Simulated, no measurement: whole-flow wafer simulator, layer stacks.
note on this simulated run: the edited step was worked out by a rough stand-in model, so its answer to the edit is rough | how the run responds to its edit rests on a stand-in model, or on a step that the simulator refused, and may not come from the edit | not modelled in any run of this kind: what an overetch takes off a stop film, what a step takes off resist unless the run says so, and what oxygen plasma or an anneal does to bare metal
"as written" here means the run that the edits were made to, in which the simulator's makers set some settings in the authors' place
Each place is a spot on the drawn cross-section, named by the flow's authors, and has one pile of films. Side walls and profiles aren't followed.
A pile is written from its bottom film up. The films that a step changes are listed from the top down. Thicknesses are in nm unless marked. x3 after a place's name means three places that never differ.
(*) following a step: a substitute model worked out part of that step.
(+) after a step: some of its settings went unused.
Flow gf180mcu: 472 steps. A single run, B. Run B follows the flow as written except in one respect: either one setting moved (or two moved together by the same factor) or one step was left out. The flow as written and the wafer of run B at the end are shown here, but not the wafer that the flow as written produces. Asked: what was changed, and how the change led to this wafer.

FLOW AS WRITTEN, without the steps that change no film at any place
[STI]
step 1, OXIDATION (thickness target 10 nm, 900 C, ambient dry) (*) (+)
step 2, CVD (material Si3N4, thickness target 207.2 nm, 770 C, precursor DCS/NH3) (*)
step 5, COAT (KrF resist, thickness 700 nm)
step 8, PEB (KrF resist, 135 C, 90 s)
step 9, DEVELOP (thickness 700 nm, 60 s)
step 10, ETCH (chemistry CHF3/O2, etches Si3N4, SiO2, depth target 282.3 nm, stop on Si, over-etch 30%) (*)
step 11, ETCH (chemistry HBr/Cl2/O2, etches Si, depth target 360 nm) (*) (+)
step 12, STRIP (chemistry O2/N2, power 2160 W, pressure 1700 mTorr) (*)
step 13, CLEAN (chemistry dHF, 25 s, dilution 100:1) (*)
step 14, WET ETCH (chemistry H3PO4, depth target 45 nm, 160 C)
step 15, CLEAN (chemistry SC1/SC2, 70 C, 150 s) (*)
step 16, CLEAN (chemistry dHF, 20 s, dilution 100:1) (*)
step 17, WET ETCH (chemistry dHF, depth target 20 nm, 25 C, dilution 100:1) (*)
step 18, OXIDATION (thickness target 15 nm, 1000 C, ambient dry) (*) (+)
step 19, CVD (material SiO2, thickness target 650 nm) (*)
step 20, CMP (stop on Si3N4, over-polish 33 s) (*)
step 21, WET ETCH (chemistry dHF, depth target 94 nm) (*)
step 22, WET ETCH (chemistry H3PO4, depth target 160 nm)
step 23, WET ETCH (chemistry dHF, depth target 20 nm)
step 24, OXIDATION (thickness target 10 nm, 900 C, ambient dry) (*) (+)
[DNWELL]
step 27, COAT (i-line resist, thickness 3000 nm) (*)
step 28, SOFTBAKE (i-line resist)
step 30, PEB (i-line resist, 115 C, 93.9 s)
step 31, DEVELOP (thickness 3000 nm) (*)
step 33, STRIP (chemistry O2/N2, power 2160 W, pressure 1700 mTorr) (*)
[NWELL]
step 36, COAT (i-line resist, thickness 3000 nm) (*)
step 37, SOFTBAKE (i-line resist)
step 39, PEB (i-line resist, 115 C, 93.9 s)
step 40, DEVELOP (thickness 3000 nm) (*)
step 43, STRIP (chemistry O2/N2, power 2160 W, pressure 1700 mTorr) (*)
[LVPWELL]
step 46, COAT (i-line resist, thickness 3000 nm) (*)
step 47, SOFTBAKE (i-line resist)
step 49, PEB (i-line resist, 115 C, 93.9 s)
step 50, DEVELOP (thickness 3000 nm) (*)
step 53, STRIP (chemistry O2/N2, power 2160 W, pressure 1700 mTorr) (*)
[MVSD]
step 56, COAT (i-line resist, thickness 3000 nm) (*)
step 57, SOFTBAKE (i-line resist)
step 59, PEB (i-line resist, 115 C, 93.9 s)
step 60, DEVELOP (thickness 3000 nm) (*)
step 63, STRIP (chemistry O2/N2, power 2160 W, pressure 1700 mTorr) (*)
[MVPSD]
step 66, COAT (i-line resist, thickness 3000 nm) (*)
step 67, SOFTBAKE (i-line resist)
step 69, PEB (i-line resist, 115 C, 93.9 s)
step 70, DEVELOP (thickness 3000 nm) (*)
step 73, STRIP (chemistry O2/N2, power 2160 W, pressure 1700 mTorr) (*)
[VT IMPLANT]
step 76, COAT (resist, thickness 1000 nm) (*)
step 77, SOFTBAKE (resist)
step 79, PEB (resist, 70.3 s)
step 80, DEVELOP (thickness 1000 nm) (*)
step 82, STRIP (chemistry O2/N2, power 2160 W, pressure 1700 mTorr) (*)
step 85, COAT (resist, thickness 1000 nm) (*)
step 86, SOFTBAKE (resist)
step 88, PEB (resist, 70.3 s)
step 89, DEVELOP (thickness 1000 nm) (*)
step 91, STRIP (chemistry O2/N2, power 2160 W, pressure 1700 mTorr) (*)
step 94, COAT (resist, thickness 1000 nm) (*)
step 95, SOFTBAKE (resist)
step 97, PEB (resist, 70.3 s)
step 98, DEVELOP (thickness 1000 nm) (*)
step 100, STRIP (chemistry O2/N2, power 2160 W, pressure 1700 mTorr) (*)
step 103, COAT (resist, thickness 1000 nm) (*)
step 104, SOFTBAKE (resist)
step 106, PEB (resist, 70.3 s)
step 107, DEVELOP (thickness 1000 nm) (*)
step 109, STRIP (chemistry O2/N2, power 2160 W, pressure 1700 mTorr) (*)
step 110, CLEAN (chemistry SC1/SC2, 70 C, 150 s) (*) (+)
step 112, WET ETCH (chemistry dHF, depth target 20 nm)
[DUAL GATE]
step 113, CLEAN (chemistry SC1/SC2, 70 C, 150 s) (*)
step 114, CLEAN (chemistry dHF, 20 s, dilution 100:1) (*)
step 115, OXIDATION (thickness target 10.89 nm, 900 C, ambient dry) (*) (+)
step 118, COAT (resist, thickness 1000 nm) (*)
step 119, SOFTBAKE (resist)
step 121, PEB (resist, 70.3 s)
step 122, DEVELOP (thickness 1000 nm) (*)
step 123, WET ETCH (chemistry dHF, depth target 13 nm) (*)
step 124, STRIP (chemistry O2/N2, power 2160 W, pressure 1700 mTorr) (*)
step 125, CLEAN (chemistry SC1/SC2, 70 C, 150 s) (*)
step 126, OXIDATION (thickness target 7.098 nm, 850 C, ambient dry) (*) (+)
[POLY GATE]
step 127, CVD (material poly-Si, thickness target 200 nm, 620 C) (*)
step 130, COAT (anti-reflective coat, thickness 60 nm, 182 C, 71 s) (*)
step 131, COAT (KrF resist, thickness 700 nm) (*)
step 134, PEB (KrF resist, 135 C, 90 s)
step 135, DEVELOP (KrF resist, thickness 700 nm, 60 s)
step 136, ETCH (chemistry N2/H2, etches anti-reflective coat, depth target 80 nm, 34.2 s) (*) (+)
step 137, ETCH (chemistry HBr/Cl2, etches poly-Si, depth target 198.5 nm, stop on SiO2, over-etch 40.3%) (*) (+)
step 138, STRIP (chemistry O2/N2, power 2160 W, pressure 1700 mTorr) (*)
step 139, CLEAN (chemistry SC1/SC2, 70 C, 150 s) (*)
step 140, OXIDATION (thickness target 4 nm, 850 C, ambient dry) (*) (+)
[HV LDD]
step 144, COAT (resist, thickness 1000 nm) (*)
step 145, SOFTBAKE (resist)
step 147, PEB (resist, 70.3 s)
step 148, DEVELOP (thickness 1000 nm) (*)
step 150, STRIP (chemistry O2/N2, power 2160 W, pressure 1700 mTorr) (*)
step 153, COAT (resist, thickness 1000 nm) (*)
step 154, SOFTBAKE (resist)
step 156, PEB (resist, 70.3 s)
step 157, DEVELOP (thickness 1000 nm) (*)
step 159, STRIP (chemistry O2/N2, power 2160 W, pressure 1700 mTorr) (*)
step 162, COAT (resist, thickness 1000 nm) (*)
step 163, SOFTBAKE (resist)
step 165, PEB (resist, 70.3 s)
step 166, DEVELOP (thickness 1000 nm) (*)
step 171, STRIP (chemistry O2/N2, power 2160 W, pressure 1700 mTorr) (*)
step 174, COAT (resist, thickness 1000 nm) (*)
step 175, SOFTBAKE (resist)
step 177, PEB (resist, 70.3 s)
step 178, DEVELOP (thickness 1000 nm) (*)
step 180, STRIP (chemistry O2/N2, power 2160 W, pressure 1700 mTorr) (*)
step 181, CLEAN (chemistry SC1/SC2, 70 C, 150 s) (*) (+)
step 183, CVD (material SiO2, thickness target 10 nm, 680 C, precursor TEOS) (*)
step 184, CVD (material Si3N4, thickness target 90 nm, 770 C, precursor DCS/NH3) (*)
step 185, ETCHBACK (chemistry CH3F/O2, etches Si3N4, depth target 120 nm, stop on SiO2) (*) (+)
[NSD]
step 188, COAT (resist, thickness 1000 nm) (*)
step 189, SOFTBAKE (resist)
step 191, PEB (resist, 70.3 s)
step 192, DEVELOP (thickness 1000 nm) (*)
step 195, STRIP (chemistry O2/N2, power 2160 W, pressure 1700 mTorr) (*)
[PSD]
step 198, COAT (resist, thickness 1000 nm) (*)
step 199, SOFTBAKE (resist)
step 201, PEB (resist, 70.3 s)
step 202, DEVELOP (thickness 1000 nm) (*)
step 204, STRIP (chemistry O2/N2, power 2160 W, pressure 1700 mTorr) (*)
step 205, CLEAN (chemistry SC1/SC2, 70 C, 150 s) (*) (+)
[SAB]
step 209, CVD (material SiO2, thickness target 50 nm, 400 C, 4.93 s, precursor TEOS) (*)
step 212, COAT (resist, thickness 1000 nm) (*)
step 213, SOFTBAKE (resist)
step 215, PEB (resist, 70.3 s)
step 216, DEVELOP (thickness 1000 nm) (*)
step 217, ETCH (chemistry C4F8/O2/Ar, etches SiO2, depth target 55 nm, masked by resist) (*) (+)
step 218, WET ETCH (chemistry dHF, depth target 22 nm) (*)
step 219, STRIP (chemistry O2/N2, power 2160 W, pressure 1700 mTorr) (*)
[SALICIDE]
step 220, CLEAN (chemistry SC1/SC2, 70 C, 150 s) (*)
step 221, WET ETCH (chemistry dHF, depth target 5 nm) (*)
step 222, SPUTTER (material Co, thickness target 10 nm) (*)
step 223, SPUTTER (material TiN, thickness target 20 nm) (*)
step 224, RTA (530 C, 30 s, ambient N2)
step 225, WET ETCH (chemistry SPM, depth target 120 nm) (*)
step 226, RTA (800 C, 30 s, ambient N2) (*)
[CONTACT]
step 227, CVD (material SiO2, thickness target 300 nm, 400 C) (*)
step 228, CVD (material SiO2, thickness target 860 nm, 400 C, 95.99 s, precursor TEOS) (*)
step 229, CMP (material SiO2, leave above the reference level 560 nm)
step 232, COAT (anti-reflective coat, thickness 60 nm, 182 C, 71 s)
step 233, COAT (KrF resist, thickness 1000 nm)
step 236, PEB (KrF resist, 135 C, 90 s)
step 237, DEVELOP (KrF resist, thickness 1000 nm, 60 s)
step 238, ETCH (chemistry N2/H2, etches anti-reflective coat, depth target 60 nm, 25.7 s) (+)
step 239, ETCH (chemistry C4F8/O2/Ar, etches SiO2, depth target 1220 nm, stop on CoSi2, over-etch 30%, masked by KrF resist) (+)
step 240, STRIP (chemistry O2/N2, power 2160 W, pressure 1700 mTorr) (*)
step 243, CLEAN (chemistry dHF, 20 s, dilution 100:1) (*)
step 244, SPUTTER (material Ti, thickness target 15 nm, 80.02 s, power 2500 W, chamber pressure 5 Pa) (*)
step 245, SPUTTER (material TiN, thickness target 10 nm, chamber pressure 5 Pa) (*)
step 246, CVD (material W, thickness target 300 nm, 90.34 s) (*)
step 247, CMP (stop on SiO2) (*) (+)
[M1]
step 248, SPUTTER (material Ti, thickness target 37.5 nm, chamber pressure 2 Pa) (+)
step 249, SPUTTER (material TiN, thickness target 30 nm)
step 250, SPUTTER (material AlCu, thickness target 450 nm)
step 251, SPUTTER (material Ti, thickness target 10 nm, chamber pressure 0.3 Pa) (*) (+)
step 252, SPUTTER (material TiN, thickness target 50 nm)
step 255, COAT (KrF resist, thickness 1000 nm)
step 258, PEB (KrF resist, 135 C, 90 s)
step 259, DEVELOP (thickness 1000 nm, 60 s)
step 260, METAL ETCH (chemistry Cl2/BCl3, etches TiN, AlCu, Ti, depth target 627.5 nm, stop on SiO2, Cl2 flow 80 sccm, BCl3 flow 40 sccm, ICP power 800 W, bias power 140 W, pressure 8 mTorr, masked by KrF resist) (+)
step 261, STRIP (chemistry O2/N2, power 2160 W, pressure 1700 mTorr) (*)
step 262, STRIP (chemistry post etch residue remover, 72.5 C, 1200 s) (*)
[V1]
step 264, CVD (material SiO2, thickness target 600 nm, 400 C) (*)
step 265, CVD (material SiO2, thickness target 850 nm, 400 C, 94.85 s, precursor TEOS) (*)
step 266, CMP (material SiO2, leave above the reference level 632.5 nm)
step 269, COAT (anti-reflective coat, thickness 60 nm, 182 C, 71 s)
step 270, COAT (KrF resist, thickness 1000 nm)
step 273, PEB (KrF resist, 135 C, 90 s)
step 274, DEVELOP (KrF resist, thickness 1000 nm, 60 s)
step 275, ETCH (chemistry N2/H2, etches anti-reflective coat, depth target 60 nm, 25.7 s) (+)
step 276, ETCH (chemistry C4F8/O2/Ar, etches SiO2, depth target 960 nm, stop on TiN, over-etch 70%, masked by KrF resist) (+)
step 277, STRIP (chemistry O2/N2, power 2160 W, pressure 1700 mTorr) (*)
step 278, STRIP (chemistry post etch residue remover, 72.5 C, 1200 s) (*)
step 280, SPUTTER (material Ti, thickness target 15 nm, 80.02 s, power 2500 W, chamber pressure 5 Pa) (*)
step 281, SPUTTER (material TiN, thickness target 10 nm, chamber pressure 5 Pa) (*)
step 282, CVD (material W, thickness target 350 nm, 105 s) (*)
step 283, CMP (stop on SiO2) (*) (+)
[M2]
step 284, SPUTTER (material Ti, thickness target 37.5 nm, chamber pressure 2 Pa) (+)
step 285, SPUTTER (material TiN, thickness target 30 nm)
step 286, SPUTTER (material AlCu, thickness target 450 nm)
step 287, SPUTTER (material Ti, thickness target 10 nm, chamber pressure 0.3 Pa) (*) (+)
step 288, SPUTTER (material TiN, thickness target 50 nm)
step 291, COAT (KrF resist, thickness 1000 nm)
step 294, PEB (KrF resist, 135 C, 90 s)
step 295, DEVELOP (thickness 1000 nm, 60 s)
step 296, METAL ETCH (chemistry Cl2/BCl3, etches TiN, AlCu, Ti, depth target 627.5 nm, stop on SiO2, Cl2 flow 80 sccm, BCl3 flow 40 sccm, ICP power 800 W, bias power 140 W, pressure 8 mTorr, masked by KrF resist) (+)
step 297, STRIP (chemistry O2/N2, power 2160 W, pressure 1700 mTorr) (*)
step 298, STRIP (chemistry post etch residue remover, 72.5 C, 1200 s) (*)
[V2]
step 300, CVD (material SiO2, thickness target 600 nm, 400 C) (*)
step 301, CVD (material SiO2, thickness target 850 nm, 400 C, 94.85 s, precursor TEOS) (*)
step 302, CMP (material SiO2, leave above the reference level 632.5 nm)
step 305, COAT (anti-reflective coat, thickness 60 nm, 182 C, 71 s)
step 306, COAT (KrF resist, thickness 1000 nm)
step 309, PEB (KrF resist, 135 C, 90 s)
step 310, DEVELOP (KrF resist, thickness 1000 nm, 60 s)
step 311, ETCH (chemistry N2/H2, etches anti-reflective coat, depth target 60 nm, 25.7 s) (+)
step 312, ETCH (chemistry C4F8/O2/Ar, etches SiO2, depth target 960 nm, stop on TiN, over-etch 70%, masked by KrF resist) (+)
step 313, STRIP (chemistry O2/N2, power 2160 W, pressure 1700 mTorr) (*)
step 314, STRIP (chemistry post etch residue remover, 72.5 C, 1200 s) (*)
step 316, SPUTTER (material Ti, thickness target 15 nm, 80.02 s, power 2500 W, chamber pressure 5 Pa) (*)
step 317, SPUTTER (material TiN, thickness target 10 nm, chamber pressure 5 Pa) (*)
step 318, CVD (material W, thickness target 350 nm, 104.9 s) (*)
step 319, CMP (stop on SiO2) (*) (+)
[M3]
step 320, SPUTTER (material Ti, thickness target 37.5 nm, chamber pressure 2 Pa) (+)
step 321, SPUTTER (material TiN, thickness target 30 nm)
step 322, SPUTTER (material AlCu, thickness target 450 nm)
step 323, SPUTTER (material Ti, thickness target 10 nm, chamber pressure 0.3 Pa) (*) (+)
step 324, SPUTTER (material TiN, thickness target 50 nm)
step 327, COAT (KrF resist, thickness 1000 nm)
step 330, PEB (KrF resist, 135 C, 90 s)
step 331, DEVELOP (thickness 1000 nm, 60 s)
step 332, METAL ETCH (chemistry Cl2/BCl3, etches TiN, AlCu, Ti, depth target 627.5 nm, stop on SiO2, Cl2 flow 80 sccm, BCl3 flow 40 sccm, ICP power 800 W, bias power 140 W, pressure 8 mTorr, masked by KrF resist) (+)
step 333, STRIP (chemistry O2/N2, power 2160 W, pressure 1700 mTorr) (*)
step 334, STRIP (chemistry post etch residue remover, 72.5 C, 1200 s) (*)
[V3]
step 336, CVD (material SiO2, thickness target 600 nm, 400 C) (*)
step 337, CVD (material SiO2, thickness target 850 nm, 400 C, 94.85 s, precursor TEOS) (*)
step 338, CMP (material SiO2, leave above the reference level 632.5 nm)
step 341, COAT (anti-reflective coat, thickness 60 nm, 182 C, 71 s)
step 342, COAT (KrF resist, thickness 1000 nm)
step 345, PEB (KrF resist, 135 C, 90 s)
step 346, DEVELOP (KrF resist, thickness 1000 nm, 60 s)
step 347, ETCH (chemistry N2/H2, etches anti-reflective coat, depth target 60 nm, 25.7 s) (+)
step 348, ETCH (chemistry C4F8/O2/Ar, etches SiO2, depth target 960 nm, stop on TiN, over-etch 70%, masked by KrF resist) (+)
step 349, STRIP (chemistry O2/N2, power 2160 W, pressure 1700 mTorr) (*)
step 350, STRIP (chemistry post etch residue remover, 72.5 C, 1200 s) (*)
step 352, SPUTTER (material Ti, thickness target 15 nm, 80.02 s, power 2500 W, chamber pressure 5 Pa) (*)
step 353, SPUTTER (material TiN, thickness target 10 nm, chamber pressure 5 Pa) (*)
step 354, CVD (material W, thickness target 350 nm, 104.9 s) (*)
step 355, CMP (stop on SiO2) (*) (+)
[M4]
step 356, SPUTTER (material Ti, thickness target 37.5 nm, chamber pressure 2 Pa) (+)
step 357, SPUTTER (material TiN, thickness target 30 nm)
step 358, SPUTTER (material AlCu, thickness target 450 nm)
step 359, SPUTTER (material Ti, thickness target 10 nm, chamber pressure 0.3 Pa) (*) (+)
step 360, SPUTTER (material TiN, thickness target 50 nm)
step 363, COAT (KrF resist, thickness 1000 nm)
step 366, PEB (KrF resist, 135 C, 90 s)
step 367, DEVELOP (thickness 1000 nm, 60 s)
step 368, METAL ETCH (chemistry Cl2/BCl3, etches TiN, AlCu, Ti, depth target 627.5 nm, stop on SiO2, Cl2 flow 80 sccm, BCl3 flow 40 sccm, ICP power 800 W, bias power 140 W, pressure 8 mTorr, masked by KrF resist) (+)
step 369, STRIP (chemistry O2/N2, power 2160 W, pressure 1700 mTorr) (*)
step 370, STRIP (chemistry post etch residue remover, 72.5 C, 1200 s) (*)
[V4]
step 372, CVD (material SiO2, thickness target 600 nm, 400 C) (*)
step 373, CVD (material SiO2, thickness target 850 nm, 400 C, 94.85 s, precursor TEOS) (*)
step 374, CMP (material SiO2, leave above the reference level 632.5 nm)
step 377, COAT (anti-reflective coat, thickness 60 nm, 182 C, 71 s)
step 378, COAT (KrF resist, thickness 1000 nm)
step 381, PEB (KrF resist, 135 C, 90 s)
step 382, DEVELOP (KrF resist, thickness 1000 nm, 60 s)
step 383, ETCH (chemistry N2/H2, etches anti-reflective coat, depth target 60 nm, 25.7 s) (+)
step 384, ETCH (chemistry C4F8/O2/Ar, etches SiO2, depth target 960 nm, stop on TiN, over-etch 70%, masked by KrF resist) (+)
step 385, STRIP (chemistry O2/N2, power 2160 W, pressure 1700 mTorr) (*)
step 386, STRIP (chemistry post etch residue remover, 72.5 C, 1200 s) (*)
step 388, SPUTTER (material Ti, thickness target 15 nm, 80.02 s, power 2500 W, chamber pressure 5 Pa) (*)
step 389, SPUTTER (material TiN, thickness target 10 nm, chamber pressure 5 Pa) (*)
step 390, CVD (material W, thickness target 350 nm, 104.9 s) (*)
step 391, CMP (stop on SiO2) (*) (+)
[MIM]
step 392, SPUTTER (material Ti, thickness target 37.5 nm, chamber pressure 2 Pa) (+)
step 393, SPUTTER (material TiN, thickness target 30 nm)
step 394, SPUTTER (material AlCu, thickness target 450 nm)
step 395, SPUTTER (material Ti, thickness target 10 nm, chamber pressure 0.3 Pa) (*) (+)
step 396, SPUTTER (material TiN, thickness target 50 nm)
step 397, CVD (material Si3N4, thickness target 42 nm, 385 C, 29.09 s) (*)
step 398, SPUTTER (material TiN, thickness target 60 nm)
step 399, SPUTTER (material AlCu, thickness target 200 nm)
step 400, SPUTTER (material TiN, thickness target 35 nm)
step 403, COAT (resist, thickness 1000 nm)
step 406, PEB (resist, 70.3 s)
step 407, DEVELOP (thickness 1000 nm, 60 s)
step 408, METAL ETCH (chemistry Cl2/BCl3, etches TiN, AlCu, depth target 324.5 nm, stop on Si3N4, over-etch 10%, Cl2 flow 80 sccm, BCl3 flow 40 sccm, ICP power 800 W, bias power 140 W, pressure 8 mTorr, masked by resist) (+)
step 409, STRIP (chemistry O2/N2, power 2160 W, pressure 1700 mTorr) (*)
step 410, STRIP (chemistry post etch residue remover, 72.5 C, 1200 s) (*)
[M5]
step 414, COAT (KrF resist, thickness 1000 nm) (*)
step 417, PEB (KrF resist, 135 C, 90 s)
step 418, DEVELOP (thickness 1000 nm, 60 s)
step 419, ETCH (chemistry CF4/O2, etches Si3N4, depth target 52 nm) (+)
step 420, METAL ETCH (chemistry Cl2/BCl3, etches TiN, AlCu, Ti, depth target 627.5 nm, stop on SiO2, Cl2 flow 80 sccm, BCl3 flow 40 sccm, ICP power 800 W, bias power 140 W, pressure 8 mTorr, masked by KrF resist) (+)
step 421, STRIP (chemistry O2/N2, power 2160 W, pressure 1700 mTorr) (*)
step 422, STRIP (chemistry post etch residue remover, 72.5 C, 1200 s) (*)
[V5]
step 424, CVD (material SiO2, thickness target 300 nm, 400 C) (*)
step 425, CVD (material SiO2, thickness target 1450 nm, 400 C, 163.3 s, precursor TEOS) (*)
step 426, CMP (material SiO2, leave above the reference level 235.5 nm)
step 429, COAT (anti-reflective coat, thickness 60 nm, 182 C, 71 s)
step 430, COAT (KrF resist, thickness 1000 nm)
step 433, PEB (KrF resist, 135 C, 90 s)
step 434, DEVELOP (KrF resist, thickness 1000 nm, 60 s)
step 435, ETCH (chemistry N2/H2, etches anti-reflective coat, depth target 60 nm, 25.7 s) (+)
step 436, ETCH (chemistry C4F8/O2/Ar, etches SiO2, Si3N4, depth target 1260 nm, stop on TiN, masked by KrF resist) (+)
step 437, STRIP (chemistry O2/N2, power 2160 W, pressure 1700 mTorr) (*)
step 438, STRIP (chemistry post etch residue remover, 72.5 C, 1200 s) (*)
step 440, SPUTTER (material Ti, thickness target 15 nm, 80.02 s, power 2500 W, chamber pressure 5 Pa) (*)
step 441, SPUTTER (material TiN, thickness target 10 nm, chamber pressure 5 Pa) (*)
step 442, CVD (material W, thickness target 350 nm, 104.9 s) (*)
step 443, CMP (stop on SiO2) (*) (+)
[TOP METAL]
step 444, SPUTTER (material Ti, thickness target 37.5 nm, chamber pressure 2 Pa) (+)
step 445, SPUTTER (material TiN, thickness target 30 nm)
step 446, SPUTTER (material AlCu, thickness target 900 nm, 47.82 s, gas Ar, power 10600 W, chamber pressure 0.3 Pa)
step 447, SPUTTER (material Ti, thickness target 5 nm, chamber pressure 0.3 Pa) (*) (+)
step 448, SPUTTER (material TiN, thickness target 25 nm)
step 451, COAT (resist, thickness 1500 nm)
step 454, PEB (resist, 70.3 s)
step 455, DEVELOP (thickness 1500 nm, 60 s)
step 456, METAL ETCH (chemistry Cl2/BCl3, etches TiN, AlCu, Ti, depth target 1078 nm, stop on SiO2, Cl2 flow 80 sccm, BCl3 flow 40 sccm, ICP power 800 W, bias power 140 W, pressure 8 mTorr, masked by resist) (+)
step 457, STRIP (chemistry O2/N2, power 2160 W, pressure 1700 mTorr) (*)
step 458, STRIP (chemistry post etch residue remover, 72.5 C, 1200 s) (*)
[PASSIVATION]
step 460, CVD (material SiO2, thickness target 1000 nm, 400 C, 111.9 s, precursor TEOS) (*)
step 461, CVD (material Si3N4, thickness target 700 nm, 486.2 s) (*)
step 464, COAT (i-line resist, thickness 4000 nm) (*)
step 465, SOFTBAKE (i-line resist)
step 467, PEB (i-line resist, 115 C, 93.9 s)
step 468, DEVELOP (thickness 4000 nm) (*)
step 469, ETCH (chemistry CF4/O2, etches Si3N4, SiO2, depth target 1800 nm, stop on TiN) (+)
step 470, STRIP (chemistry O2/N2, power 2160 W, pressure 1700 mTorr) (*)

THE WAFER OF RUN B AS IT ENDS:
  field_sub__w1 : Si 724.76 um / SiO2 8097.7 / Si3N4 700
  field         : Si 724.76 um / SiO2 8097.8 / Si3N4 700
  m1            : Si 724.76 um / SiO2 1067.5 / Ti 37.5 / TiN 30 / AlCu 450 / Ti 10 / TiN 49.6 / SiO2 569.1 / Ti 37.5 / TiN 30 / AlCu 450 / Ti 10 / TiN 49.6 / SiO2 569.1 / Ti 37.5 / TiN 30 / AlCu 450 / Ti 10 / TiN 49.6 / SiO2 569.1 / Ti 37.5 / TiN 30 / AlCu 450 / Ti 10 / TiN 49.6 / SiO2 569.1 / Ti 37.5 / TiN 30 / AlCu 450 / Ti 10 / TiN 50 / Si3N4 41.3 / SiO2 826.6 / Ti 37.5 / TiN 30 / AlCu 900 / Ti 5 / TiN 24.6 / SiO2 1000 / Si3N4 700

Cause: step 11, ETCH: depth target 230 nm was run, while the flow as written has depth target 360 nm.

How this came from the change, step by step:
  step 11, ETCH (chemistry HBr/Cl2/O2, etches Si, depth target 360 nm) (*) (+)
      active, n_well, p_well and 40 more: -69 KrF resist (it would be, as written: -112.3 KrF resist)
      field, field_sub, sti and 34 more: -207 Si (it would be, as written: -337 Si)
  step 12, STRIP (chemistry O2/N2, power 2160 W, pressure 1700 mTorr) (*)
      active, n_well, p_well and 40 more: -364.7 KrF resist (all of it) (it would be, as written: -321.4 KrF resist (all of it))
  step 19, CVD (material SiO2, thickness target 650 nm) (*)
      m1, ld_fp_n, ld_drift_n and 8 more: +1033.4 SiO2 (it would be, as written: +1163.4 SiO2)
  step 20, CMP (stop on Si3N4, over-polish 33 s) (*)
      sti, mim_1p0, pad and 11 more: -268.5 SiO2 (it would be, as written: -138.5 SiO2)
      nw_enc_fld, nw_enc_fld_lv: -272.5 SiO2 (it would be, as written: -142.5 SiO2)
      (as well as at 10 more places)
  step 189, SOFTBAKE (resist)
      field__w9: -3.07 resist (it would be, as written: +6.92 resist)
  step 199, SOFTBAKE (resist)
      field__w9: -3.07 resist (it would be, as written: +6.92 resist)
